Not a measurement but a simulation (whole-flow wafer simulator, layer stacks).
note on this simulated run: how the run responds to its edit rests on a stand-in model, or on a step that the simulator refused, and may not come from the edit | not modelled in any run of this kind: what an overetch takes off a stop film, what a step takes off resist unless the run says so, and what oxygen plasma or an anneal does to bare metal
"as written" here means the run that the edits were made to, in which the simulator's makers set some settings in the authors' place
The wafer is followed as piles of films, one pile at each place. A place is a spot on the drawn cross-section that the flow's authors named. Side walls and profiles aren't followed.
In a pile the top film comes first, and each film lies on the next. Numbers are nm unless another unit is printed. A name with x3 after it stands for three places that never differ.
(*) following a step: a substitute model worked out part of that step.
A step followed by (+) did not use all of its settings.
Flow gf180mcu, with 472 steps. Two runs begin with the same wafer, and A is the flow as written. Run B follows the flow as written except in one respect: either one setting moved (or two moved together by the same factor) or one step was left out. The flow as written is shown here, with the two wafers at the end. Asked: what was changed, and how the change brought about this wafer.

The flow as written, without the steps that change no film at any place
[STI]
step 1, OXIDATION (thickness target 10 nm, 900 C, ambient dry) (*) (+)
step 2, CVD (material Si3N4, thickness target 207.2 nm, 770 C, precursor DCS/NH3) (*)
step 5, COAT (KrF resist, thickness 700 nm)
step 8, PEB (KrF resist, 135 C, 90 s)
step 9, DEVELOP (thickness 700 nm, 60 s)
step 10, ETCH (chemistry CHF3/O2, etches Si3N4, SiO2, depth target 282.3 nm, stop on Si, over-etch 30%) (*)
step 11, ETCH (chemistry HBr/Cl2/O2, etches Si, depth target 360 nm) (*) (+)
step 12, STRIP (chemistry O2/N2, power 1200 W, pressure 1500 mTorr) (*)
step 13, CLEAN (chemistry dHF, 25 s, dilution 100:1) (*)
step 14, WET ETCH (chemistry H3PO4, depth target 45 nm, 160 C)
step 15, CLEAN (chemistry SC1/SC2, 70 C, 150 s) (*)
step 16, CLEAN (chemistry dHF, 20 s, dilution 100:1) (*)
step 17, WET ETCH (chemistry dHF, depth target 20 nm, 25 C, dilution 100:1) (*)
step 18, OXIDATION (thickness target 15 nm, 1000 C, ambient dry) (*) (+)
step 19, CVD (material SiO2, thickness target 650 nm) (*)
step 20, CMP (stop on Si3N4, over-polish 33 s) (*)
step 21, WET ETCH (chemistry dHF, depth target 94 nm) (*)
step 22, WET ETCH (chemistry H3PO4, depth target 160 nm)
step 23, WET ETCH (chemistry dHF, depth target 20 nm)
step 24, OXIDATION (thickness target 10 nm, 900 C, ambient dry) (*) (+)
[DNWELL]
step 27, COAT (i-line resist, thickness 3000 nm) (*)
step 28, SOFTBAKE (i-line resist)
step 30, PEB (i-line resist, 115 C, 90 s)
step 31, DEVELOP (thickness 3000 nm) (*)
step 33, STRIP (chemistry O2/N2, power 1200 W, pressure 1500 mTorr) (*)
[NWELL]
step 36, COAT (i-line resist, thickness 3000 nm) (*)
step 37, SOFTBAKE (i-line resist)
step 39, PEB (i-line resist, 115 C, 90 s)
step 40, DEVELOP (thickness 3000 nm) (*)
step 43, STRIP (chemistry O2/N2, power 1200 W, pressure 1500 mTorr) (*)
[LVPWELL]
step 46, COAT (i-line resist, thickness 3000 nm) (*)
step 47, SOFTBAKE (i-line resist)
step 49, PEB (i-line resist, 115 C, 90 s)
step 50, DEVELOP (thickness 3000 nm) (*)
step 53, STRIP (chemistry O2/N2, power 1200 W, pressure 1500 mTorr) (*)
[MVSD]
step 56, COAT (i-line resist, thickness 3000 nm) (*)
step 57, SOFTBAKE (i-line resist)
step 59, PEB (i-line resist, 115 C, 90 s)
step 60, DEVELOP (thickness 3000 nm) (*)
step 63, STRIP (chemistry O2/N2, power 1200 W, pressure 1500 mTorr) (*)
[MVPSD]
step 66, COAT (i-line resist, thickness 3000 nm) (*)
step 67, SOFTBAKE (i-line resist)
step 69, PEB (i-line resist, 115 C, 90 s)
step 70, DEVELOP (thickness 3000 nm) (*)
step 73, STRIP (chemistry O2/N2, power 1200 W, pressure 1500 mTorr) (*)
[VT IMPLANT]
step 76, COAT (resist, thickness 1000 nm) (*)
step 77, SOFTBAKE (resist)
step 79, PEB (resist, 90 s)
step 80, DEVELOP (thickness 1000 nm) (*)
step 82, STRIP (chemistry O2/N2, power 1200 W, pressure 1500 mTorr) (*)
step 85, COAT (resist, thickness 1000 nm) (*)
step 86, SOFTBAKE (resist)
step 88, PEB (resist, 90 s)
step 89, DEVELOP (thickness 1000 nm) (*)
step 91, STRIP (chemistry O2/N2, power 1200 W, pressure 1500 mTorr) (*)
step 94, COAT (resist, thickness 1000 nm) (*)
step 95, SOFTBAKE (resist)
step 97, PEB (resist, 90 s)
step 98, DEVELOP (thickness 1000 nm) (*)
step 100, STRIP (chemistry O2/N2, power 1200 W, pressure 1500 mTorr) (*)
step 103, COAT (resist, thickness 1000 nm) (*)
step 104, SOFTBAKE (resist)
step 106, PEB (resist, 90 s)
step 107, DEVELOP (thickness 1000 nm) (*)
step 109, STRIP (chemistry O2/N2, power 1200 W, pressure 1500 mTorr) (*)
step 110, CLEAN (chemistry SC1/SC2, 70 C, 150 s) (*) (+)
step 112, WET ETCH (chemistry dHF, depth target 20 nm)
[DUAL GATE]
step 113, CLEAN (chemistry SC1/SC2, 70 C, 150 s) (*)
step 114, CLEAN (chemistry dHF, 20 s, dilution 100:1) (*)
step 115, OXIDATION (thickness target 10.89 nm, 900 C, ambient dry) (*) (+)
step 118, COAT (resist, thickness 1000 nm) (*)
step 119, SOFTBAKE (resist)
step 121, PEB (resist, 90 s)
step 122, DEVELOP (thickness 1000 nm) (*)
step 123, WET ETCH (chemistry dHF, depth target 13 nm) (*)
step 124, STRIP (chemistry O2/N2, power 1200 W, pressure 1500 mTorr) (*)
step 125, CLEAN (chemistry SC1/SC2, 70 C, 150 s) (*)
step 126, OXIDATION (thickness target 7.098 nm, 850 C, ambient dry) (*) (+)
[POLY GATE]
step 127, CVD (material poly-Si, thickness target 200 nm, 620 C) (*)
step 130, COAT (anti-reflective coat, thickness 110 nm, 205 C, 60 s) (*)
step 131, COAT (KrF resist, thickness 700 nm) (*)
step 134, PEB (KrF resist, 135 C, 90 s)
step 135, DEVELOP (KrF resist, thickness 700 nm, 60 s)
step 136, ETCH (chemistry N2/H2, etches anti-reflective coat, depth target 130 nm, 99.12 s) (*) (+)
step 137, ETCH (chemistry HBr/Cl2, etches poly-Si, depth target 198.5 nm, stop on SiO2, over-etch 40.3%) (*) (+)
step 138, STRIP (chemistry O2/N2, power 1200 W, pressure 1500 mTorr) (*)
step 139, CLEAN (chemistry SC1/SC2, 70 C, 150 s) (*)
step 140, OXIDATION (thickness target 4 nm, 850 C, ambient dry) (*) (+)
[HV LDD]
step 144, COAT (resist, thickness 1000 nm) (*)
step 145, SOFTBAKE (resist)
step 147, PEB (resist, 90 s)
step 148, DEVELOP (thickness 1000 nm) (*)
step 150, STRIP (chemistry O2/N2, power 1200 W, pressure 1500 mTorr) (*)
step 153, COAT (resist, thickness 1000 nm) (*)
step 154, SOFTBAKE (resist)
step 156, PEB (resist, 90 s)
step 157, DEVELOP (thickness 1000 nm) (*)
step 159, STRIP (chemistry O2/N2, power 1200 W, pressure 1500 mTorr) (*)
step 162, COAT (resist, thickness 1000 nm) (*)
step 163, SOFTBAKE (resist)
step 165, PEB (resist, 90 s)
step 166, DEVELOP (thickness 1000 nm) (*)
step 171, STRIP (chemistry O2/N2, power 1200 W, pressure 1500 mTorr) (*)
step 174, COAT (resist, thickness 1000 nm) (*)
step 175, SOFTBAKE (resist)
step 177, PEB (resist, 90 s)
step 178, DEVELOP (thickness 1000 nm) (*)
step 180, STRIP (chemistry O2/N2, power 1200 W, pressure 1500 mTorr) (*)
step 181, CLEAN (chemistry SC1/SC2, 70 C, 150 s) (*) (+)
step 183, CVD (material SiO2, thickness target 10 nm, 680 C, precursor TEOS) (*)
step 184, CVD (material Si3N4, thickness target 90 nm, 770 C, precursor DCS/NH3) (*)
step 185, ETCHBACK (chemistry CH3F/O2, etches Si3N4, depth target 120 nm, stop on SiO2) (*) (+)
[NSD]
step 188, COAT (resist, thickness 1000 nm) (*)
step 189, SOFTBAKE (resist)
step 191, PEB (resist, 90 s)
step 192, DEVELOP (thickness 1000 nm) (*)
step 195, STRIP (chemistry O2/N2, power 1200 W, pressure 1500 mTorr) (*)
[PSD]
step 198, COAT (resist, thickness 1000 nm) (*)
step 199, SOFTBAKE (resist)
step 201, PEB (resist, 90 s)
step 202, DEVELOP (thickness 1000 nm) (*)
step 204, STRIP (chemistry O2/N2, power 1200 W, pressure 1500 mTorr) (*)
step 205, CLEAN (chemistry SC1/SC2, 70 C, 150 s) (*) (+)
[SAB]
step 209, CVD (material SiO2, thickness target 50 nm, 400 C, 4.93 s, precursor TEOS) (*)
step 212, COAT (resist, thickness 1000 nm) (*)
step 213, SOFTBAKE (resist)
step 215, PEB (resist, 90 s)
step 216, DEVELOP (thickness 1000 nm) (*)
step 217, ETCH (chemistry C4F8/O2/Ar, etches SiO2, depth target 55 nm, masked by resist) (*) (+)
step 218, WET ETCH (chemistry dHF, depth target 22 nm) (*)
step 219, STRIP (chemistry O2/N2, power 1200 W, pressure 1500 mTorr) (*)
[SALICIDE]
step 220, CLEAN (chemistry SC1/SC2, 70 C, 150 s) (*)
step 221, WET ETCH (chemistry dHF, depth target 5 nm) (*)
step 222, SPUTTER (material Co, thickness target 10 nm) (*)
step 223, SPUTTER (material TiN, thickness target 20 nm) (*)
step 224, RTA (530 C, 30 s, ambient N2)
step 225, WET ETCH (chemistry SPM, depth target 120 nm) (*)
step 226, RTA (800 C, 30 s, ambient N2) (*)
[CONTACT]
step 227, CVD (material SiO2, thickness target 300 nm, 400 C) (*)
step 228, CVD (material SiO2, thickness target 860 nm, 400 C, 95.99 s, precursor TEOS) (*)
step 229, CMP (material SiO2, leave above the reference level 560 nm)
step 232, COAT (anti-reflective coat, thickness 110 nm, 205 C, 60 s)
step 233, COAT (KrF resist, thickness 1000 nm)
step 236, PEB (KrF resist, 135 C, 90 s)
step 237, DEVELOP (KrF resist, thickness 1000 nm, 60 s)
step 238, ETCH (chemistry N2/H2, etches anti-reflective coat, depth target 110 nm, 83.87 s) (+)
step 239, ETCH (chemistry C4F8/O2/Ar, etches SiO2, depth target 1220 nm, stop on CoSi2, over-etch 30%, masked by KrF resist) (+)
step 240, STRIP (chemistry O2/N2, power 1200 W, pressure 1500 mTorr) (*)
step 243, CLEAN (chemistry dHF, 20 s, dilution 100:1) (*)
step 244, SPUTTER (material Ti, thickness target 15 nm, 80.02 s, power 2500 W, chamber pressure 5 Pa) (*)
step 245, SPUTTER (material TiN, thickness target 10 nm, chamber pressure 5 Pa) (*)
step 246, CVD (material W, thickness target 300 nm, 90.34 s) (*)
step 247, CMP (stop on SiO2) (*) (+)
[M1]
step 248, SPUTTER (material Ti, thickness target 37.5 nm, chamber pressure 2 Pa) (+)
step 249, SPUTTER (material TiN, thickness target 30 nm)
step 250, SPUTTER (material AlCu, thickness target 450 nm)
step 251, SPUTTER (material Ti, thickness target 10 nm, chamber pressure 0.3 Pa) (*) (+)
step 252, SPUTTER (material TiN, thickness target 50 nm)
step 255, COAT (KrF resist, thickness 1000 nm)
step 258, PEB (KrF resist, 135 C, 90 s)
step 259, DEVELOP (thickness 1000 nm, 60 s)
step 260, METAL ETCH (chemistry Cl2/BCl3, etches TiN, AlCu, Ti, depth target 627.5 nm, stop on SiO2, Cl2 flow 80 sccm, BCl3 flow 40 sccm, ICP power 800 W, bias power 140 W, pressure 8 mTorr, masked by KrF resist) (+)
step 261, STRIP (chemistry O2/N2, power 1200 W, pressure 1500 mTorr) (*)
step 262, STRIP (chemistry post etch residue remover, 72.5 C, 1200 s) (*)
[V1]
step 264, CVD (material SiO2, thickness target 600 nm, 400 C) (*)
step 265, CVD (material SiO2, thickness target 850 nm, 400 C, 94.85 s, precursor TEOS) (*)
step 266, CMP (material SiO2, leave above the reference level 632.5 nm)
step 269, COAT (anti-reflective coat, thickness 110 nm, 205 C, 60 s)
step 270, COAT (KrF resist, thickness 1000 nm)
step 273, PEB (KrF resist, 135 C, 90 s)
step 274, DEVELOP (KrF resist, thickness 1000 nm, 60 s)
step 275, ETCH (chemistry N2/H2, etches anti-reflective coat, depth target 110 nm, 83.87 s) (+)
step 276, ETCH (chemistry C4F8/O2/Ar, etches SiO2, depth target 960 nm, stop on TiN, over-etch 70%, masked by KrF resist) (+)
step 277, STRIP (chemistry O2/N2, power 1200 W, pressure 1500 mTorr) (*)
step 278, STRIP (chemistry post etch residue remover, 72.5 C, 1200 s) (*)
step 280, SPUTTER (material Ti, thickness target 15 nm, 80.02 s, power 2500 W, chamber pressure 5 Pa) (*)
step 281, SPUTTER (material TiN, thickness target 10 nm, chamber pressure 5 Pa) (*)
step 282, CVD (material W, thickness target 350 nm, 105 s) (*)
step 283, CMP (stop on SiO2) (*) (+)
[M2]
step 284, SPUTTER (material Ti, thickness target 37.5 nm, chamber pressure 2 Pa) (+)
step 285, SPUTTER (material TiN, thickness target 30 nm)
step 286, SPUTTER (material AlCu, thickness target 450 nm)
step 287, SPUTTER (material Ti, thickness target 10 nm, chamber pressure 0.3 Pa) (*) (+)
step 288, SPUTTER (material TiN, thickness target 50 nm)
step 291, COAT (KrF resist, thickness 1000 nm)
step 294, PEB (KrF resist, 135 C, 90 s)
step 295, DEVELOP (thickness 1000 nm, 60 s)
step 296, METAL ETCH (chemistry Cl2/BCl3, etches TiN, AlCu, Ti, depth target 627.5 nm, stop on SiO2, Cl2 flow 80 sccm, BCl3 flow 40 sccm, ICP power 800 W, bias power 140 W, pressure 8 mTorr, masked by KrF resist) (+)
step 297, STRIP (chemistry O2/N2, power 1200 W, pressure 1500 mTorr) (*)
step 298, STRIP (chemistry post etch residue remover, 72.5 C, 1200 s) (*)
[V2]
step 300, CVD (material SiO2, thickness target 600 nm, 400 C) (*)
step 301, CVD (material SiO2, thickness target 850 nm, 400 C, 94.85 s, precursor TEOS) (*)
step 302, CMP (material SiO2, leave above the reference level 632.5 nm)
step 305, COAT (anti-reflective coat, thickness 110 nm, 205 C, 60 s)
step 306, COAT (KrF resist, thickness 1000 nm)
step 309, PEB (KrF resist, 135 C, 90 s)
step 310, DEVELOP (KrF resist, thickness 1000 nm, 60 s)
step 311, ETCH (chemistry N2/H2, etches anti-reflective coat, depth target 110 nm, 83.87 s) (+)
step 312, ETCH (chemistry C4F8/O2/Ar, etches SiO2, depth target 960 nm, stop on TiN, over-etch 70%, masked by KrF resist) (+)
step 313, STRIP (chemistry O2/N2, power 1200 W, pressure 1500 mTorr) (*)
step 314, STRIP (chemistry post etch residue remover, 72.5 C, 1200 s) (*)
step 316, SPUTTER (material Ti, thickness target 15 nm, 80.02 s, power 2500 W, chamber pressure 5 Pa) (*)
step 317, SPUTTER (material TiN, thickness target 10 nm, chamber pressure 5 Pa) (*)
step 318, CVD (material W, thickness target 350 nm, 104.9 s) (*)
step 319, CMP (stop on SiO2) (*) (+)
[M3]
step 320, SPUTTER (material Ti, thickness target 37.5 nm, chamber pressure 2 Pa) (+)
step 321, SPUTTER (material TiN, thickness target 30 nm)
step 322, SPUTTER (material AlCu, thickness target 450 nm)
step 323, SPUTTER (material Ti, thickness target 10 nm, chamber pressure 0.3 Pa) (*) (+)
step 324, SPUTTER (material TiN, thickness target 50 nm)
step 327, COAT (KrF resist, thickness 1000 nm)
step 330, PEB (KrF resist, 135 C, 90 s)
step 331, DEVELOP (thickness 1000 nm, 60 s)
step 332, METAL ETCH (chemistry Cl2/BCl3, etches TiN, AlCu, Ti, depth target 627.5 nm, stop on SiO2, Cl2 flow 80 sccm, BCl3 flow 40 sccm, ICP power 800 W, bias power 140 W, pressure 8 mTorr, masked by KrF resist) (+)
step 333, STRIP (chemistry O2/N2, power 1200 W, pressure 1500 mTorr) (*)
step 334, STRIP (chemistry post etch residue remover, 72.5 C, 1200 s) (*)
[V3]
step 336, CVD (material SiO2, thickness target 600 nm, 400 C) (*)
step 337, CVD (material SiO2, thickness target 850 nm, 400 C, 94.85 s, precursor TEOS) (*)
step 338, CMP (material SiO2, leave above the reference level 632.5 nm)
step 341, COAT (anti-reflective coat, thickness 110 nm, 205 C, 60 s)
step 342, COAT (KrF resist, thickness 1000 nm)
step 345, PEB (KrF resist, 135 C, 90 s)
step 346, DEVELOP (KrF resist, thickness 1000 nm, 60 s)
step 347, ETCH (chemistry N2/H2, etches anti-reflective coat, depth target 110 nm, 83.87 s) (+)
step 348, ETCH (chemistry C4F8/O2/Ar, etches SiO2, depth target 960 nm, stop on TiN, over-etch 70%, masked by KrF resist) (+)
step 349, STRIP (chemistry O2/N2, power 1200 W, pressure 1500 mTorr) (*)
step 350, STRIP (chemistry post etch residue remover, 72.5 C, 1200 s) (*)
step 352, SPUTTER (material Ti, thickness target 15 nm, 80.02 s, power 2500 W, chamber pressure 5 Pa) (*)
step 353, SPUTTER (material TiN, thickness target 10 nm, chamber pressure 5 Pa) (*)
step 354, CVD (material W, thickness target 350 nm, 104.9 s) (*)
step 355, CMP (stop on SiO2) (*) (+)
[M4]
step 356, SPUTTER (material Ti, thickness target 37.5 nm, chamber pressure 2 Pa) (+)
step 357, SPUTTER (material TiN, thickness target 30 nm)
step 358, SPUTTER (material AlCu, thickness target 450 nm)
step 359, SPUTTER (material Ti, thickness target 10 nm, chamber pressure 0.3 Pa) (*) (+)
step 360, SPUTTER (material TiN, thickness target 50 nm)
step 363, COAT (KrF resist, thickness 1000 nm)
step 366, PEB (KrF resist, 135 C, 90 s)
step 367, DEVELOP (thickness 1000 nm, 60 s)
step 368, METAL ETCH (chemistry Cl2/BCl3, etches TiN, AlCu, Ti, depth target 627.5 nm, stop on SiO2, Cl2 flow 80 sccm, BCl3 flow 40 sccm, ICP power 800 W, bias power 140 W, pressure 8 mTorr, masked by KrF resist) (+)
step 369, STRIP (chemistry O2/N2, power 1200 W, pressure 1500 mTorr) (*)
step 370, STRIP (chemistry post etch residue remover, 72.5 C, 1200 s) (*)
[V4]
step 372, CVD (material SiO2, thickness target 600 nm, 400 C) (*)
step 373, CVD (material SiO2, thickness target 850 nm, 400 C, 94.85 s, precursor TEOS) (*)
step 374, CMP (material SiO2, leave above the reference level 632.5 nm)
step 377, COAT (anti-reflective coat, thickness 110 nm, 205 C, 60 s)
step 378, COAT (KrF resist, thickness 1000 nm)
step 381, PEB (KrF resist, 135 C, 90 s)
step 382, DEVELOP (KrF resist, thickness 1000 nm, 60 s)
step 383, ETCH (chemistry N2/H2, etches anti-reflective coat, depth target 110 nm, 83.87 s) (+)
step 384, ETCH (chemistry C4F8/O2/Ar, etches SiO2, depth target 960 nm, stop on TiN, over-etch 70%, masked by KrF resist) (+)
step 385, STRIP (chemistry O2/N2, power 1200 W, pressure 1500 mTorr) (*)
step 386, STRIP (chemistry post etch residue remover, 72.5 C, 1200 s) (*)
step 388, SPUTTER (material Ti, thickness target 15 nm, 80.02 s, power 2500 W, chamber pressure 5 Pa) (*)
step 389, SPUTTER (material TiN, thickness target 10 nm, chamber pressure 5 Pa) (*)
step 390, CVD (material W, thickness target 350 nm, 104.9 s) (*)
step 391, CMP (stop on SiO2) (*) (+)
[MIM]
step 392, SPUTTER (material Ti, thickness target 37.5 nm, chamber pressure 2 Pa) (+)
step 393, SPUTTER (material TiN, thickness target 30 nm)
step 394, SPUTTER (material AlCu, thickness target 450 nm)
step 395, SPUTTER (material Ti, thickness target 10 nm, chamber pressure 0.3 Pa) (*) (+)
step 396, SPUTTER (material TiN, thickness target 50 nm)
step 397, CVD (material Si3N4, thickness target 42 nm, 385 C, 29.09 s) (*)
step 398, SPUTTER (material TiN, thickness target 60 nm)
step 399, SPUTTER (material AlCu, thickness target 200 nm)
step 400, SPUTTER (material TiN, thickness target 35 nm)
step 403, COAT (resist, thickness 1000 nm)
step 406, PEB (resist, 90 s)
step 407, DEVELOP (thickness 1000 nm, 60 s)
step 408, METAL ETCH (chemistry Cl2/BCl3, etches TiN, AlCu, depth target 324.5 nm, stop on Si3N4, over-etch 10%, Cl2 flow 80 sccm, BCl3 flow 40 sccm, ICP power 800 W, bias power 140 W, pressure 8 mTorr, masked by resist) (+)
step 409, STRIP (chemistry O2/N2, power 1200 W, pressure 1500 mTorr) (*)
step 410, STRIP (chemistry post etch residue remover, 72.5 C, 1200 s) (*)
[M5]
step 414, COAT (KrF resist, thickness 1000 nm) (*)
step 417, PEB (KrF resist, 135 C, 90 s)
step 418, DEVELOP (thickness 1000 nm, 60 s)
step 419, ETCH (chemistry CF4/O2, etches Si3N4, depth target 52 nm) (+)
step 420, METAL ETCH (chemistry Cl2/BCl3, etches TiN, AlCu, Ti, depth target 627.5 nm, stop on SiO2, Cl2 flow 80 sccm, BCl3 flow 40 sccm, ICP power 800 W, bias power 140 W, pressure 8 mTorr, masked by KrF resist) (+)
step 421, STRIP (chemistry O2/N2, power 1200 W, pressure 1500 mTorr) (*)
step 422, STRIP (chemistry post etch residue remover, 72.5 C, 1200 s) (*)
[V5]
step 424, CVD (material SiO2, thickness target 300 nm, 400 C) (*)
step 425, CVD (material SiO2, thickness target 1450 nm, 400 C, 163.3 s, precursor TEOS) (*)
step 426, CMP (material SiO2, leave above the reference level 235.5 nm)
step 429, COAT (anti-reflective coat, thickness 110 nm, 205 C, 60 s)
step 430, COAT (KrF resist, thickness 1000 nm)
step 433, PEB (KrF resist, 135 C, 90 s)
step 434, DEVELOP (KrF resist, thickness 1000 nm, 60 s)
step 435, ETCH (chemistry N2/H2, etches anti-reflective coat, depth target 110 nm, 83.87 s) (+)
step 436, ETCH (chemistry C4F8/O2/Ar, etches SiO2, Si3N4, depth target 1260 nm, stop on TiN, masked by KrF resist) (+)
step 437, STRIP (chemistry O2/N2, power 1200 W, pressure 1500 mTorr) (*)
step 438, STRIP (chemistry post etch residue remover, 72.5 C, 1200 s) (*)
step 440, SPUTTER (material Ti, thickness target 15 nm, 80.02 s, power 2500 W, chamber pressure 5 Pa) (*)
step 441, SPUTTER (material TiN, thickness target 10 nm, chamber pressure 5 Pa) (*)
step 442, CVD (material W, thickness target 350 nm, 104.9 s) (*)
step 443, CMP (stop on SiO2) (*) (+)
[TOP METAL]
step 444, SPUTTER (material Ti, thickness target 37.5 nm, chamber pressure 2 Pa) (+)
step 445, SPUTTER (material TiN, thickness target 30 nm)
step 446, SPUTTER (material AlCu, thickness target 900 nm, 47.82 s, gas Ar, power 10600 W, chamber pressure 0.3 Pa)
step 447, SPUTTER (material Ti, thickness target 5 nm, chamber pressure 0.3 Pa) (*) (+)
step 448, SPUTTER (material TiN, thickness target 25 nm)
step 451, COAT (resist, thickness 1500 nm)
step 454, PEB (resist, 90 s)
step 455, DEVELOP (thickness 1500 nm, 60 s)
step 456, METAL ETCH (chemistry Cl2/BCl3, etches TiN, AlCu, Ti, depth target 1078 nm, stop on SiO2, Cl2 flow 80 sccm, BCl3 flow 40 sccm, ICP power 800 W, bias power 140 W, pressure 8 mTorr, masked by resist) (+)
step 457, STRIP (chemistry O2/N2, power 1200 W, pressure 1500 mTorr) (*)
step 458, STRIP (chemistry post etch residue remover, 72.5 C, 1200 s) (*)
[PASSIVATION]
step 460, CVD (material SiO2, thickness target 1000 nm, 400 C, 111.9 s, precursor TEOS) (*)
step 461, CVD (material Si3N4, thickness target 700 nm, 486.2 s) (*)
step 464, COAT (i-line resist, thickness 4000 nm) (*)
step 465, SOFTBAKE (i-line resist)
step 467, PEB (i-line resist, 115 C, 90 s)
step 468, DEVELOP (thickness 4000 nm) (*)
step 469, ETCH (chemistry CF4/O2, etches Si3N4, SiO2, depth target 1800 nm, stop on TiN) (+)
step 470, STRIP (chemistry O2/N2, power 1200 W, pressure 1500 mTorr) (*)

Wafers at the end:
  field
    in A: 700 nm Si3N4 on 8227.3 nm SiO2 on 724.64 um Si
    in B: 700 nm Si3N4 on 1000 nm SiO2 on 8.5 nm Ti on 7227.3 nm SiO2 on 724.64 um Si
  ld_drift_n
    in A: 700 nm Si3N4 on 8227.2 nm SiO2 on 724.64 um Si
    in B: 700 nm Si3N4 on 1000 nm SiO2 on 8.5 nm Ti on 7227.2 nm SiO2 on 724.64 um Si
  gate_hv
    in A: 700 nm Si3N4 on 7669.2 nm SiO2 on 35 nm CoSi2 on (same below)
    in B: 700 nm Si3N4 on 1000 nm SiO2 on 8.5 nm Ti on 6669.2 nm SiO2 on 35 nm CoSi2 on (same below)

What caused this: step 446, SPUTTER: thickness target 450 nm was run, though the flow has thickness target 900 nm; step 456, METAL ETCH: depth target 539 nm was run, where the flow has depth target 1078 nm.

Step by step, how the change led to this:
  step 446, SPUTTER (material AlCu, thickness target 900 nm, 47.82 s, gas Ar, power 10600 W, chamber pressure 0.3 Pa)
      field, field__w1, field__w2 and 109 more: A AlCu gains 900 (new film) | B AlCu gains 450 (new film)
  step 456, METAL ETCH (chemistry Cl2/BCl3, etches TiN, AlCu, Ti, depth target 1078 nm, stop on SiO2, Cl2 flow 80 sccm, BCl3 flow 40 sccm, ICP power 800 W, bias power 140 W, pressure 8 mTorr, masked by resist) (+)
      field, field__w1, field__w2 and 103 more: A TiN loses 25 (all of it), Ti loses 5 (all of it), AlCu loses 900 (all of it), TiN loses 30 (all of it), Ti loses 37.5 (all of it) | B TiN loses 25 (all of it), Ti loses 5 (all of it), AlCu loses 450 (all of it), TiN loses 30 (all of it), Ti loses 29
      field__w8, contact, m1, m1__w1, pad, m1_nw: A resist loses 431 | B resist loses 215.6
  step 457, STRIP (chemistry O2/N2, power 1200 W, pressure 1500 mTorr) (*)
      field__w8, contact, m1, m1__w1, pad, m1_nw: A resist loses 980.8 (all of it) | B resist loses 1196.2 (all of it)
  step 460, CVD (material SiO2, thickness target 1000 nm, 400 C, 111.9 s, precursor TEOS) (*)
      field, field__w1, field__w2 and 103 more: A SiO2 gains 1000 | B SiO2 gains 1000 (new film)
  step 464, COAT (i-line resist, thickness 4000 nm) (*)
      field: A i-line resist gains 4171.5 (new film) | B i-line resist gains 4078.7 (new film)
      field__w8: A i-line resist gains 3093.1 (new film) | B i-line resist gains 3503.4 (new film)
      (and at 8 other places as well)
  step 465, SOFTBAKE (i-line resist)
      active: A i-line resist gains 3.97 | B i-line resist loses 0.08
      field__w5, field__w9: A i-line resist gains 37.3 | B i-line resist gains 16.7
      (and at 66 other places as well)
  step 467, PEB (i-line resist, 115 C, 90 s)
      field__w8, m1__w1: A i-line resist loses 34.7 | B i-line resist loses 42.1
      contact, m1: A i-line resist loses 35.1 | B i-line resist loses 42.3
      (and at 2 other places as well)
  step 468, DEVELOP (thickness 4000 nm) (*)
      pad: A i-line resist loses 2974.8 (all of it) | B i-line resist loses 3422.5 (all of it)
  step 470, STRIP (chemistry O2/N2, power 1200 W, pressure 1500 mTorr) (*)
      field__w8, m1__w1: A i-line resist loses 1787.7 (all of it) | B i-line resist loses 2229.6 (all of it)
      contact: A i-line resist loses 1811.2 (all of it) | B i-line resist loses 2239.4 (all of it)
      (and at 2 other places as well)
With metal films that touch counted as one body, field has 1 body; the flow as written gives 0 bodies.
With metal films that touch counted as one body, ld_drift_n has 1 body; the flow as written gives 0 bodies.
With metal films that touch counted as one body, gate_hv has 2 bodies (between them, from the top down: SiO2 6669.2); the flow as written gives 1 body.
